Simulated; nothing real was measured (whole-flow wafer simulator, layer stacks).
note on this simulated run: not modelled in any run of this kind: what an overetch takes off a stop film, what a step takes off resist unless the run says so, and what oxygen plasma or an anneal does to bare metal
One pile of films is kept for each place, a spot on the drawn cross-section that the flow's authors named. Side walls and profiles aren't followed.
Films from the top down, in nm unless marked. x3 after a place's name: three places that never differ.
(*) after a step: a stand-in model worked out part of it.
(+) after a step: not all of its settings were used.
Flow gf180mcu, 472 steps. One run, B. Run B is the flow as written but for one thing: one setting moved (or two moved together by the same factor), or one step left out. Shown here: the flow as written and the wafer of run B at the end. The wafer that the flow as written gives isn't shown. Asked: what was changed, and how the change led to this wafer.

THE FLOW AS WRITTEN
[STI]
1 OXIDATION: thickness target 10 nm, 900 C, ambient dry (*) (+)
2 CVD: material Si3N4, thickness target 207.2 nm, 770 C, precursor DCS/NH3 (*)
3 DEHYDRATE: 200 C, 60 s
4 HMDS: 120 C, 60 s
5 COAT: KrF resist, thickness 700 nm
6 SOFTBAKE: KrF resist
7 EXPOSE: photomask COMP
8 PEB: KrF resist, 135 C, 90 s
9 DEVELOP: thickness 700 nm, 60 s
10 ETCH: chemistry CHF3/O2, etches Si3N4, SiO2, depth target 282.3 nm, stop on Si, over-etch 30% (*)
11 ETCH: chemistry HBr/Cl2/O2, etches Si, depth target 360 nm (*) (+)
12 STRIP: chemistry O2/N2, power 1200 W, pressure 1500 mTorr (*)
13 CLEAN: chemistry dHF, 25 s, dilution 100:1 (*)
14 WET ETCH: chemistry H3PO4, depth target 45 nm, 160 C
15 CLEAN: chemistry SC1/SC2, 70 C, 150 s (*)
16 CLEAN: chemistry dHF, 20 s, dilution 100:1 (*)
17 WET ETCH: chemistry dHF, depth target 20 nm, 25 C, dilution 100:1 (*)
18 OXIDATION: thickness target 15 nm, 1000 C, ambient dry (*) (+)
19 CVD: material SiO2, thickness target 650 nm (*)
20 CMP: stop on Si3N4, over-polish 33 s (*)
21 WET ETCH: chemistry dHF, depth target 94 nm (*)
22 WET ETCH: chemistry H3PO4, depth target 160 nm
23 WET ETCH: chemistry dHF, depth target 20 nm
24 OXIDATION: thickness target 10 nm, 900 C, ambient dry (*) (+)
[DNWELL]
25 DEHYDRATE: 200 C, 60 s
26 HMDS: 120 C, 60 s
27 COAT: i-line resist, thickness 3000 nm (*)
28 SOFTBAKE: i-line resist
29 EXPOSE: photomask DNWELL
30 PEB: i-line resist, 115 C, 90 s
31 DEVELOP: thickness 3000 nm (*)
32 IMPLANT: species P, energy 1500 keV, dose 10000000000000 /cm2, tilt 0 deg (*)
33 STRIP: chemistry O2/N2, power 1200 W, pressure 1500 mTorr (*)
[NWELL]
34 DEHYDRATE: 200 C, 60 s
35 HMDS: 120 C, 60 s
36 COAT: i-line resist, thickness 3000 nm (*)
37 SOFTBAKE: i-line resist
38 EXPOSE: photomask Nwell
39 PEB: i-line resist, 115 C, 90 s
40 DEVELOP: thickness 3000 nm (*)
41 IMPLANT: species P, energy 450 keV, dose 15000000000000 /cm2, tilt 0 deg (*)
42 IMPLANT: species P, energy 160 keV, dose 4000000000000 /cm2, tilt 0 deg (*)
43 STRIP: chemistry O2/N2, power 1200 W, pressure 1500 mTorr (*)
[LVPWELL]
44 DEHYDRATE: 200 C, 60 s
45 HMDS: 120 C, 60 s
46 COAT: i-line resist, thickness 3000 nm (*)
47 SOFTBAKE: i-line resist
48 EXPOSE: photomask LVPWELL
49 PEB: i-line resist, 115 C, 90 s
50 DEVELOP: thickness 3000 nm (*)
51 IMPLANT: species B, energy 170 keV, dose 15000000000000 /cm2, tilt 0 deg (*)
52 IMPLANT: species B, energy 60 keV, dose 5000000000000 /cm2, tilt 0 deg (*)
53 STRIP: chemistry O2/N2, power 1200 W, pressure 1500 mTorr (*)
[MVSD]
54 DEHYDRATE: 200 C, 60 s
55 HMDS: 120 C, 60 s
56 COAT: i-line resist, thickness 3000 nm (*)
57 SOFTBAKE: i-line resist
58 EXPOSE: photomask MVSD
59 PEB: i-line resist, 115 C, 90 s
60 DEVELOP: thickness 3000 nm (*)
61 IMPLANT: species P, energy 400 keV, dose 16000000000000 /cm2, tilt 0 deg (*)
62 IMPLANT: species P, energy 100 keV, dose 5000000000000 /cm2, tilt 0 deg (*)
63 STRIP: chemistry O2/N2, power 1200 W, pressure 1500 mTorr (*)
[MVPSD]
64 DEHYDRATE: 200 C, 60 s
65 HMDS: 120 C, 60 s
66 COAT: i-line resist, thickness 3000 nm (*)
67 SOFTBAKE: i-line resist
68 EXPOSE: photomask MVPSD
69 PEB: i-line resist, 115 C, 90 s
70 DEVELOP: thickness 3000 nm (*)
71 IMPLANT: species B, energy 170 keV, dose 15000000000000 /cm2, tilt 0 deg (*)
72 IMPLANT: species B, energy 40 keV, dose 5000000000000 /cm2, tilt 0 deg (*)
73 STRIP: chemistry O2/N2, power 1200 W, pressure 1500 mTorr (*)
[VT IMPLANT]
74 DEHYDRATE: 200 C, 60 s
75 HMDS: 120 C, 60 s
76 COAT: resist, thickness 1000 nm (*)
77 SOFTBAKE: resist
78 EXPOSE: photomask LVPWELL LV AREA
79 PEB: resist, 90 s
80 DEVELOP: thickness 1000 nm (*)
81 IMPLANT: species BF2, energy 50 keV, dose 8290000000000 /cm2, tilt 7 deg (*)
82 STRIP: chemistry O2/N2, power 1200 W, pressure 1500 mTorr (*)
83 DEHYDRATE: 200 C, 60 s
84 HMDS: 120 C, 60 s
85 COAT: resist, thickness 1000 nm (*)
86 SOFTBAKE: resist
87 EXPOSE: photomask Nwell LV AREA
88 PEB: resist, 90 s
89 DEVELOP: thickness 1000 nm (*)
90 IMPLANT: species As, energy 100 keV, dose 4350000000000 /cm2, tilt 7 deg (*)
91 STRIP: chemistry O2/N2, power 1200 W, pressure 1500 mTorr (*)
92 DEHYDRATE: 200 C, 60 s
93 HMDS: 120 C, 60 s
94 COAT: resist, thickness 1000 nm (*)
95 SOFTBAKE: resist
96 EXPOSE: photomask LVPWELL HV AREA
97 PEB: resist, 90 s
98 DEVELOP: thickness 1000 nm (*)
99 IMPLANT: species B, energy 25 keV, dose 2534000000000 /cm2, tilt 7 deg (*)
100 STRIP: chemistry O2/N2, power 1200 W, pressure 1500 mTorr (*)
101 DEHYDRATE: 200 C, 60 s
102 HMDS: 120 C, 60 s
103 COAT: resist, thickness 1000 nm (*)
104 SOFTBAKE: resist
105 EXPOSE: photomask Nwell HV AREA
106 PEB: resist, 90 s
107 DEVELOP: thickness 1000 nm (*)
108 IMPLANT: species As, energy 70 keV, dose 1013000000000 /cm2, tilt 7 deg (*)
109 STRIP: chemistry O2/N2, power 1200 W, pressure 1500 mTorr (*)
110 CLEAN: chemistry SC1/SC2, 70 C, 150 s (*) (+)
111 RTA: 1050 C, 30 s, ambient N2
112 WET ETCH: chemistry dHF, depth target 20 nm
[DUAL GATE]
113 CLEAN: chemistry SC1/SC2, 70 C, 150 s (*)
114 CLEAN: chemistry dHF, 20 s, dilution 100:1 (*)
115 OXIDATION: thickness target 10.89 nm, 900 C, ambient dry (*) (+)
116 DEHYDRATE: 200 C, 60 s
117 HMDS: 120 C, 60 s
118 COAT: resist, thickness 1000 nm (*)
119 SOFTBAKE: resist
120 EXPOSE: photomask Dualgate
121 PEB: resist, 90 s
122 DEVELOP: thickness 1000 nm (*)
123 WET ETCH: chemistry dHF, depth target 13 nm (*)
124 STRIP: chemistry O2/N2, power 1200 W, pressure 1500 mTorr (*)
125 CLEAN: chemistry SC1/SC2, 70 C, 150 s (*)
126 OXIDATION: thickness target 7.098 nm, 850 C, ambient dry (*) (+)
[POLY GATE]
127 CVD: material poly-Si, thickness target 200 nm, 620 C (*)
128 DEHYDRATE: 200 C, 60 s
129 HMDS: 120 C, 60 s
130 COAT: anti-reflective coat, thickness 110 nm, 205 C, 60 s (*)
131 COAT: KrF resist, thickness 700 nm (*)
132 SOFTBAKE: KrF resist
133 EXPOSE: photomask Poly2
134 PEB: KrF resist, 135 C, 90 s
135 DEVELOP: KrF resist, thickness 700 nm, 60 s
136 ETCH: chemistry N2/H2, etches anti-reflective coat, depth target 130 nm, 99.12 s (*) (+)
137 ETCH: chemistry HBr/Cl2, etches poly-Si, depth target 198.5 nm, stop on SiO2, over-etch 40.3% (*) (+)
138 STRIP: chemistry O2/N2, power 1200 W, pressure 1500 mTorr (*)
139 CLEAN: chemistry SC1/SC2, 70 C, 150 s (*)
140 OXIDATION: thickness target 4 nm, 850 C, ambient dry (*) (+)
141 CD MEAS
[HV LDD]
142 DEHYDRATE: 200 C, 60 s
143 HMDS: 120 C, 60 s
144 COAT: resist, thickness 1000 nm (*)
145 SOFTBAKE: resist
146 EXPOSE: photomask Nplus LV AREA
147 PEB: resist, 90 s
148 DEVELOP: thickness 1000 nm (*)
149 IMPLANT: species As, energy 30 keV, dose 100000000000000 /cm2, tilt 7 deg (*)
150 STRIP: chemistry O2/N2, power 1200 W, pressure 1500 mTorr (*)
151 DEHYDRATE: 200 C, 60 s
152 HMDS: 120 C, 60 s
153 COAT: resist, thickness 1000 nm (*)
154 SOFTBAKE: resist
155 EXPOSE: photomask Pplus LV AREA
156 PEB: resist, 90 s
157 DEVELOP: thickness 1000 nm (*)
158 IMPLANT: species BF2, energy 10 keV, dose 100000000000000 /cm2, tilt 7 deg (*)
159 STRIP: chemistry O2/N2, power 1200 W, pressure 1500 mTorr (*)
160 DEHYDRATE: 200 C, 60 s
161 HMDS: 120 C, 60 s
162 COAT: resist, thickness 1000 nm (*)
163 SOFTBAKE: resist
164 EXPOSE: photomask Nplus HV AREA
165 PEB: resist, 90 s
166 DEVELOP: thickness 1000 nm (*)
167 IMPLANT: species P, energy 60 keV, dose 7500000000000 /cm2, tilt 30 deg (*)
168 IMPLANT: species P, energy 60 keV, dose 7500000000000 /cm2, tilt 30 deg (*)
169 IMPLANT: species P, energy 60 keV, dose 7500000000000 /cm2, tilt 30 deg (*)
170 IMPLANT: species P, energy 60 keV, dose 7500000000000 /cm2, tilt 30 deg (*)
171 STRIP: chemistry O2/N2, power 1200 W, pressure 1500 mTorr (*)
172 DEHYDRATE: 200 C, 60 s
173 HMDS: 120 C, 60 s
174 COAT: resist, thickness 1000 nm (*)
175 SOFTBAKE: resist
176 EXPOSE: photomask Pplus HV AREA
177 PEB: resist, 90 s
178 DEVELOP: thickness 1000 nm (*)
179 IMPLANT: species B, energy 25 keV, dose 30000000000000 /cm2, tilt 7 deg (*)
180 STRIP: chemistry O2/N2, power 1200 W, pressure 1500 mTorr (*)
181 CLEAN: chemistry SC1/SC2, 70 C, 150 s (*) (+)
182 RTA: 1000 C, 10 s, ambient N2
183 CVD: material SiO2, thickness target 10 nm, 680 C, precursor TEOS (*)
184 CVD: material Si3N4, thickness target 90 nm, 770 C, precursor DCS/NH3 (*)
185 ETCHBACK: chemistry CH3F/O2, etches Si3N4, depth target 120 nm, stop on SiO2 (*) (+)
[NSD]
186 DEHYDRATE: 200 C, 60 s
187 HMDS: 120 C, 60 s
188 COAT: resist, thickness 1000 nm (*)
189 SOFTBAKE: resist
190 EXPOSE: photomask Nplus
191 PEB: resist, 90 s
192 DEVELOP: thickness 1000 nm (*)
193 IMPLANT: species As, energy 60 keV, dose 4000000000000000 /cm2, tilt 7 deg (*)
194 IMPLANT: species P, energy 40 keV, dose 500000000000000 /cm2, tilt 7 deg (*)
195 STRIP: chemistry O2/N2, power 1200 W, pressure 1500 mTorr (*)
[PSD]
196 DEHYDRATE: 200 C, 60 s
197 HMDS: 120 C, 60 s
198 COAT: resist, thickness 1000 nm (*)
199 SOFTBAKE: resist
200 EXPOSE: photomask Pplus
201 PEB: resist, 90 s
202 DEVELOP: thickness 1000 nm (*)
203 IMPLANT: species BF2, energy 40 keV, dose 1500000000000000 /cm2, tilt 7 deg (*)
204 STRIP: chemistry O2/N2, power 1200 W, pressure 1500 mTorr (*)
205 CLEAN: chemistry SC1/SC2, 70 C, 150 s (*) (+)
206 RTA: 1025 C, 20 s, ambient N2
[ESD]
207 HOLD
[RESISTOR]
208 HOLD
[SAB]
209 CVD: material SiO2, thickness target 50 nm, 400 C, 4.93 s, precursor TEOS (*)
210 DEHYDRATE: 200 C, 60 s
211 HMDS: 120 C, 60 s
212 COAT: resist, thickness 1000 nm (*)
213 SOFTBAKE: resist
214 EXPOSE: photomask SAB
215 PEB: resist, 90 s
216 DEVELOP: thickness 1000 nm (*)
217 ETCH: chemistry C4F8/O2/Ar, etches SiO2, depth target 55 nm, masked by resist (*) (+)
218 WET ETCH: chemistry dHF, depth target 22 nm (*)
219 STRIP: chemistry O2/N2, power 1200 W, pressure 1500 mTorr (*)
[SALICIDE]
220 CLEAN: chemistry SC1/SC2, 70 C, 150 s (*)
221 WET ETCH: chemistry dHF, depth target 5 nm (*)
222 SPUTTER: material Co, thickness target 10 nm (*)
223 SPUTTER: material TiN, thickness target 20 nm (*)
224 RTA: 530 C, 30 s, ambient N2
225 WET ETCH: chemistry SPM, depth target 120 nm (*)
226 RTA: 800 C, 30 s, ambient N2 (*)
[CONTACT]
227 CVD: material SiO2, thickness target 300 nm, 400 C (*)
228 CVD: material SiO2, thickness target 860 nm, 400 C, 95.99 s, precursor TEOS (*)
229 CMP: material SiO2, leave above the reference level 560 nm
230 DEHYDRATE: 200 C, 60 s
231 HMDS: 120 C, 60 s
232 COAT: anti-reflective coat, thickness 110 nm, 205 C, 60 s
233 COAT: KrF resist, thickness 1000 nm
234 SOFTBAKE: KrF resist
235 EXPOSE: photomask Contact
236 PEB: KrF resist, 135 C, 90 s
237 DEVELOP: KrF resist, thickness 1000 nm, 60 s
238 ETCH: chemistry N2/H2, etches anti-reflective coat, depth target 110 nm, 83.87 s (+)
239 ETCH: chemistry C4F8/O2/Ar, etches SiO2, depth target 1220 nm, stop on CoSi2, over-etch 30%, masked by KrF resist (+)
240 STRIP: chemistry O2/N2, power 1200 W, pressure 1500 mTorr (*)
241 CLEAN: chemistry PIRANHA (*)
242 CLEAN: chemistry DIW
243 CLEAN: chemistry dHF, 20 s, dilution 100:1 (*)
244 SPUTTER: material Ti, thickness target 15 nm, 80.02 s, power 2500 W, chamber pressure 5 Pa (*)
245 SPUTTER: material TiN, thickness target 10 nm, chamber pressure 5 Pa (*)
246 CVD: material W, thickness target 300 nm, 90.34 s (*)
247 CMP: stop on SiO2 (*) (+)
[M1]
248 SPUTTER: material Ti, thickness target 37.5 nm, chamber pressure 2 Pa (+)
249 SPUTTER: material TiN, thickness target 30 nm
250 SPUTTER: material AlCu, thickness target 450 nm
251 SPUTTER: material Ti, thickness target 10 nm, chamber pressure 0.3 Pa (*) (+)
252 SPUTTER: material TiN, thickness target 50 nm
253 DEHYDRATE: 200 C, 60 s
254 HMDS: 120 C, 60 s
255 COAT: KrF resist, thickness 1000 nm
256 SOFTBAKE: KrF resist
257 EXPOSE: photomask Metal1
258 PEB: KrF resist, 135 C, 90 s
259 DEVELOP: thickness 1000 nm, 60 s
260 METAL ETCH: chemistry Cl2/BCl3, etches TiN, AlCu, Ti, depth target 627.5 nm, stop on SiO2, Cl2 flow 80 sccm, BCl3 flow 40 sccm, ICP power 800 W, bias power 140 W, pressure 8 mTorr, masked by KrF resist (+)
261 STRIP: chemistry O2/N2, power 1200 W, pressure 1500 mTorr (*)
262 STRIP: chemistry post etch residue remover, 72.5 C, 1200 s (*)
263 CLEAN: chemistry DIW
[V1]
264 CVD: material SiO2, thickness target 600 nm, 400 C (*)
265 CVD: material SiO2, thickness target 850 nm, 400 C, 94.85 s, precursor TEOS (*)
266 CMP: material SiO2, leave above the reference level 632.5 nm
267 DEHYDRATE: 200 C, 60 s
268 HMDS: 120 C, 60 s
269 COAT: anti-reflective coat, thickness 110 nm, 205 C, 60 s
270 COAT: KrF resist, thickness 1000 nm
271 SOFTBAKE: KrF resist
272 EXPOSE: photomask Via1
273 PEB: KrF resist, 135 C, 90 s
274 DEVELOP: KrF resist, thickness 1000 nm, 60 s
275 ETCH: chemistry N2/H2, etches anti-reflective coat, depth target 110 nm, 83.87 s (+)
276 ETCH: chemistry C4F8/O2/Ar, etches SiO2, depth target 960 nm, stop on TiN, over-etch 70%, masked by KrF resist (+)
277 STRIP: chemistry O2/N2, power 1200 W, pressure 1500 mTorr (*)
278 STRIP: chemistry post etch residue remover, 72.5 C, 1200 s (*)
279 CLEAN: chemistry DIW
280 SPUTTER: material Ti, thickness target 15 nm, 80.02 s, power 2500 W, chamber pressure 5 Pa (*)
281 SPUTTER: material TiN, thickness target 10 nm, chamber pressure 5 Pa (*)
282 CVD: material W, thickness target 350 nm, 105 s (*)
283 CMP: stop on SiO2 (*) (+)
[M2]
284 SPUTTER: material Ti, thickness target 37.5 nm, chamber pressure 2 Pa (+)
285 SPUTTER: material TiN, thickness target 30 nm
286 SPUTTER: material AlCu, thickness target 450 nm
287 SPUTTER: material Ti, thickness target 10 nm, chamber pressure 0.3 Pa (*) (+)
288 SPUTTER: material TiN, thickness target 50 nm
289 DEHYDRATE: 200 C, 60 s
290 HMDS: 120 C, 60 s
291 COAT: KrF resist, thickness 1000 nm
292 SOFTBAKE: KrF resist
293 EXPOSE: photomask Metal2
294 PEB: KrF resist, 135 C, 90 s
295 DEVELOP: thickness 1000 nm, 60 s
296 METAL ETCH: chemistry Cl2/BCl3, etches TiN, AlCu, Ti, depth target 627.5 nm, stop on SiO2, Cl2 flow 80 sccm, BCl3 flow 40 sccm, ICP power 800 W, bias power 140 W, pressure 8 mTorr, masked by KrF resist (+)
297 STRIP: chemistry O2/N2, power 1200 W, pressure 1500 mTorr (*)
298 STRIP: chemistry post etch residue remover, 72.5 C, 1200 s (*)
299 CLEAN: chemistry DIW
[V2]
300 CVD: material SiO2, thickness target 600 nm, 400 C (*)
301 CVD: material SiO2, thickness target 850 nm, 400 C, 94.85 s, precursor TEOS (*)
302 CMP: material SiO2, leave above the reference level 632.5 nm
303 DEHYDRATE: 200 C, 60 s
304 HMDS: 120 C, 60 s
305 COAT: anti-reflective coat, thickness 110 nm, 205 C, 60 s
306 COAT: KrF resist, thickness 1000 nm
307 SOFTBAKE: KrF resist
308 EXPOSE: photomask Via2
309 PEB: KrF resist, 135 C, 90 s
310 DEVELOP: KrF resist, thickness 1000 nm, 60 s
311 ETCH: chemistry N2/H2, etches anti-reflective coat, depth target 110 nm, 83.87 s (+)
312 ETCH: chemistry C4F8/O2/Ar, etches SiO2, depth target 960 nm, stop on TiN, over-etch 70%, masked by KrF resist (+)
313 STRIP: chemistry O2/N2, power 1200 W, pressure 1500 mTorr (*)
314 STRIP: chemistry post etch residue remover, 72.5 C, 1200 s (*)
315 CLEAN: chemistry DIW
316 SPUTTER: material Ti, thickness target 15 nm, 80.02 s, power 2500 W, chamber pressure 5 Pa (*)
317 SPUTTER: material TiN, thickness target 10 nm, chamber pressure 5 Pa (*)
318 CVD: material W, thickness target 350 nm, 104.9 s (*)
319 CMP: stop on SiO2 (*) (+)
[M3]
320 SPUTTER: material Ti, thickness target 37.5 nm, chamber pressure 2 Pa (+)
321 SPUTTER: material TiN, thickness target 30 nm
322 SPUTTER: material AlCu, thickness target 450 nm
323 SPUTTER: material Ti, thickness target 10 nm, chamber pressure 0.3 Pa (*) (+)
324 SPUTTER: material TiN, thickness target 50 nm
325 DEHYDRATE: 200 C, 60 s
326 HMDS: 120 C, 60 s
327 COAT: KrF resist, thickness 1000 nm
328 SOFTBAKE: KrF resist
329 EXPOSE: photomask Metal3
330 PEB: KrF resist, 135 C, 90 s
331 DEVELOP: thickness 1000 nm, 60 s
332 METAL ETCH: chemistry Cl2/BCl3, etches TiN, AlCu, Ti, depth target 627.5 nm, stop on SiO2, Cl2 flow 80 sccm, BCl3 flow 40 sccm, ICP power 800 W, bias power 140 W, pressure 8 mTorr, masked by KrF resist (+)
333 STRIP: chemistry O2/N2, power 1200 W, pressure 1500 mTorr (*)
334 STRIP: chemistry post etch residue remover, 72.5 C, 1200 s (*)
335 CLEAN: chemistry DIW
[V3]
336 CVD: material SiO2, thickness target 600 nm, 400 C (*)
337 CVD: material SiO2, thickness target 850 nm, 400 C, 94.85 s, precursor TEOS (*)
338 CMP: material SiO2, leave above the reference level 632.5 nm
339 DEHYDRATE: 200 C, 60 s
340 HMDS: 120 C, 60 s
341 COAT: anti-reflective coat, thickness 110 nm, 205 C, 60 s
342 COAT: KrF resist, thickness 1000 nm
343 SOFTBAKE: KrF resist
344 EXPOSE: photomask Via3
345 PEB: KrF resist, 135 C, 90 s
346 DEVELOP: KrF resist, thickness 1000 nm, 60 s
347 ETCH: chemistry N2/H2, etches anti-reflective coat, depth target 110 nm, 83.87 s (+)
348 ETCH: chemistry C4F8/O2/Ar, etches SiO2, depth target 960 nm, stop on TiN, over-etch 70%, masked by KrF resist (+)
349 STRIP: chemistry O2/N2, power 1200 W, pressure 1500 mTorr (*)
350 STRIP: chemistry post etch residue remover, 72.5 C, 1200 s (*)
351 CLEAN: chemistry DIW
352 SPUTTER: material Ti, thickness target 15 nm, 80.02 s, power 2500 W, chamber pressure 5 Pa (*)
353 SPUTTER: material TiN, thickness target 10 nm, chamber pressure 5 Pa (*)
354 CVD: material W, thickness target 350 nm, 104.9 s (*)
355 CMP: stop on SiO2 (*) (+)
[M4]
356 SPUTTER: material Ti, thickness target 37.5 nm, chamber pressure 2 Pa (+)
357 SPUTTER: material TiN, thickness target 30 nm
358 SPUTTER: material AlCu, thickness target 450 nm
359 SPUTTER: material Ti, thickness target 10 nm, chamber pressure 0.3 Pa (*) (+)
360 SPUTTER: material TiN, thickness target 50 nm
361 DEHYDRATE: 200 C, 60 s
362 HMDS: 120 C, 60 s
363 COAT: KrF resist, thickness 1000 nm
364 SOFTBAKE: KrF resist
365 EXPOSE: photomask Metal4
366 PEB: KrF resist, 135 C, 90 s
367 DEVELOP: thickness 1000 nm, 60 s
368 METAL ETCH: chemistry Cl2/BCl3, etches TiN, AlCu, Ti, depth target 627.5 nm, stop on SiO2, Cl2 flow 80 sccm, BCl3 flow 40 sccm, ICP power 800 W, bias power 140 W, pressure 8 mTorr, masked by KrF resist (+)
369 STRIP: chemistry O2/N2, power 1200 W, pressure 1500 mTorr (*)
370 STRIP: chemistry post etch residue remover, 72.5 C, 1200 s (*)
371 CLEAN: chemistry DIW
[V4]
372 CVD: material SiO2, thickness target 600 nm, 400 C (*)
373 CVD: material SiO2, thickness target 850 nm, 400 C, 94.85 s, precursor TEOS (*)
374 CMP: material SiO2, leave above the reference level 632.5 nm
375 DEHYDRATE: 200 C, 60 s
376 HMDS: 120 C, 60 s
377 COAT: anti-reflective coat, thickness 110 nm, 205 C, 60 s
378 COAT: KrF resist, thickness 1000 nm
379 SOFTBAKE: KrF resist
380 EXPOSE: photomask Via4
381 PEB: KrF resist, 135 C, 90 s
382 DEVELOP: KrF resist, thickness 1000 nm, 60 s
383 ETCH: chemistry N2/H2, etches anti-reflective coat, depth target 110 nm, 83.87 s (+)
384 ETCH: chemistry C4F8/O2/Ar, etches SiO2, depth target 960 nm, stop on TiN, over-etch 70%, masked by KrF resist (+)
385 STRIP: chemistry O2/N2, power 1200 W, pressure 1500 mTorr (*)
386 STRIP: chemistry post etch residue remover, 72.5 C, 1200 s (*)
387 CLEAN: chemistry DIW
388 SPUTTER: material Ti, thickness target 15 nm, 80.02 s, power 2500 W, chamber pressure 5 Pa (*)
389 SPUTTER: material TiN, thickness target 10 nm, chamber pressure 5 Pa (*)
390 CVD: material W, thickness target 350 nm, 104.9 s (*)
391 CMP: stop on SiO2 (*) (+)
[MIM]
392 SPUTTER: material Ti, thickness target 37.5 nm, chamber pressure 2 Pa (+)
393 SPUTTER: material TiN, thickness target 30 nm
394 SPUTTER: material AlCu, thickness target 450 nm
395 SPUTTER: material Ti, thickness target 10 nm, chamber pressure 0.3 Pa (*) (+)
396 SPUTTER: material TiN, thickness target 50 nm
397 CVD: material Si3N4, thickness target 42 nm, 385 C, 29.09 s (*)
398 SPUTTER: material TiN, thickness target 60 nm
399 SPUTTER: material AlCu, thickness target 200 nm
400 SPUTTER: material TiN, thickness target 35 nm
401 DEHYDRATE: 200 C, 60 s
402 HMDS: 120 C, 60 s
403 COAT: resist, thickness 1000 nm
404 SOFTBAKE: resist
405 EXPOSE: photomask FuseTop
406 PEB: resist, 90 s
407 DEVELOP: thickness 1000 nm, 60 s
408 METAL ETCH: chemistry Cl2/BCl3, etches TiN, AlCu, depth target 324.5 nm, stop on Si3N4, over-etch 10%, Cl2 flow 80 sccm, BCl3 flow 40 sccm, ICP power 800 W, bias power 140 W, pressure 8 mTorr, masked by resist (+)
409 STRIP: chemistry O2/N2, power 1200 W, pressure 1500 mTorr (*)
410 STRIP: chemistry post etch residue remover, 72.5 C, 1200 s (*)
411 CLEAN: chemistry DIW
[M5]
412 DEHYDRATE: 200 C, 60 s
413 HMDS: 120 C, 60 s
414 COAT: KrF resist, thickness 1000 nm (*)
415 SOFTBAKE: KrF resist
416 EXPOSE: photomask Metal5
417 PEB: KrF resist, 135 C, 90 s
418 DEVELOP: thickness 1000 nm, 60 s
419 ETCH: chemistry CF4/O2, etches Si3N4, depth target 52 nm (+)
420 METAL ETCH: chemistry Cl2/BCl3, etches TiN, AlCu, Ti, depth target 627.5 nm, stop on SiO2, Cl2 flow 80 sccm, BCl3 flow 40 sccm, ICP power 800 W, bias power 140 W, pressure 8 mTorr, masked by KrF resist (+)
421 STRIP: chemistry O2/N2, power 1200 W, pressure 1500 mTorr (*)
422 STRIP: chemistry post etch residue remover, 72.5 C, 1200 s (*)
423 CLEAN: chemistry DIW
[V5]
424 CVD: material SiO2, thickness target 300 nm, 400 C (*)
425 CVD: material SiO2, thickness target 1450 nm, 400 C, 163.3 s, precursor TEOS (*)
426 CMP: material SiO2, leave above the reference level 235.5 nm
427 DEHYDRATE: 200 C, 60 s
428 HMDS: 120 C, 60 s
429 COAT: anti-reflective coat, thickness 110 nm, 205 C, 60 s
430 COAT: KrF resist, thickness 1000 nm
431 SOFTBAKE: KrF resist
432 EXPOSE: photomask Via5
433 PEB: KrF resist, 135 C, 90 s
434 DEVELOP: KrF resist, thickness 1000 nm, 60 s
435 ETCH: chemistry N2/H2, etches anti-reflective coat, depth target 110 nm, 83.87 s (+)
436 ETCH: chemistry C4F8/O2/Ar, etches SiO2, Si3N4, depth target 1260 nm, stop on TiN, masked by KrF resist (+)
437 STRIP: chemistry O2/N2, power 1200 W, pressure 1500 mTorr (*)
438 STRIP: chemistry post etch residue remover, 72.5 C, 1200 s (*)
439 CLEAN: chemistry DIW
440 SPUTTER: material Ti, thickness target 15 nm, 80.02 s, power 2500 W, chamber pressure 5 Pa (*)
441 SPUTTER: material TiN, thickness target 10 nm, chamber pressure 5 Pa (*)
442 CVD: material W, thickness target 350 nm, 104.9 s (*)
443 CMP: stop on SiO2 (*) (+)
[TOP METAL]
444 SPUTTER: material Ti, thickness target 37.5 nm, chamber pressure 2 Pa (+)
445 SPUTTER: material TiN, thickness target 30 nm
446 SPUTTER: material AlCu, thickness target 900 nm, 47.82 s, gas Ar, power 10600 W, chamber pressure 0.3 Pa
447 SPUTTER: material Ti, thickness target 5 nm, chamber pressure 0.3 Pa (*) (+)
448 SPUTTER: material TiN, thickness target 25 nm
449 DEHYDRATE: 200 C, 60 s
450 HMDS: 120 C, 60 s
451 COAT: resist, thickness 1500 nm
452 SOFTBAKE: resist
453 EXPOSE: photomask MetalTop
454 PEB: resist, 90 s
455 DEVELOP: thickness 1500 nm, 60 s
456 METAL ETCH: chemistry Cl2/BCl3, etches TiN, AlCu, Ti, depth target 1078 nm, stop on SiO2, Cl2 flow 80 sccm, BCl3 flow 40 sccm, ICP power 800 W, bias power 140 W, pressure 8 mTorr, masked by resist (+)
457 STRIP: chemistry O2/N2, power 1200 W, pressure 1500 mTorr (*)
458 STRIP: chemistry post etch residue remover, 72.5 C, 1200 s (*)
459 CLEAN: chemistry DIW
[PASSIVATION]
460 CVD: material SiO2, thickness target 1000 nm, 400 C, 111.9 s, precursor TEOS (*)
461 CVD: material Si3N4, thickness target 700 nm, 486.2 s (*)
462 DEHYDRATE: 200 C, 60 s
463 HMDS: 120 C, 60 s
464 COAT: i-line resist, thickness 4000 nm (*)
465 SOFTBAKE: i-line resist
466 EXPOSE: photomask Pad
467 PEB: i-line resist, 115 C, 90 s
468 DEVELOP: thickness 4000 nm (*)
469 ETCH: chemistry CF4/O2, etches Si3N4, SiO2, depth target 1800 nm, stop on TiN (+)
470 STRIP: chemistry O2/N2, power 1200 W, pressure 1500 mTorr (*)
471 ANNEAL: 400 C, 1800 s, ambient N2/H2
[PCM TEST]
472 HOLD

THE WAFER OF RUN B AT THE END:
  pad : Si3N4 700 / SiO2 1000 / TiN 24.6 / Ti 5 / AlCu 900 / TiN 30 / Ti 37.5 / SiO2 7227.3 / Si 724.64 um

The cause: step 469, ETCH: chemistry CF4/O2, etches Si3N4, SiO2, depth target 1800 nm, stop on TiN (+), was left out.

How the change led to this, step by step:
  470 STRIP: chemistry O2/N2, power 1200 W, pressure 1500 mTorr (*)
      iso_ptap_pw, iso_ntap_nw, iso_nw_fld and 33 more: i-line resist -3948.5 (all of it) (as written it would be: i-line resist -2748.5 (all of it))
      field__w7, field__w11, field__w13, mim, ppoly_u, npoly_sal: i-line resist -4002.7 (all of it) (as written it would be: i-line resist -2802.7 (all of it))
      (and at 69 more places)
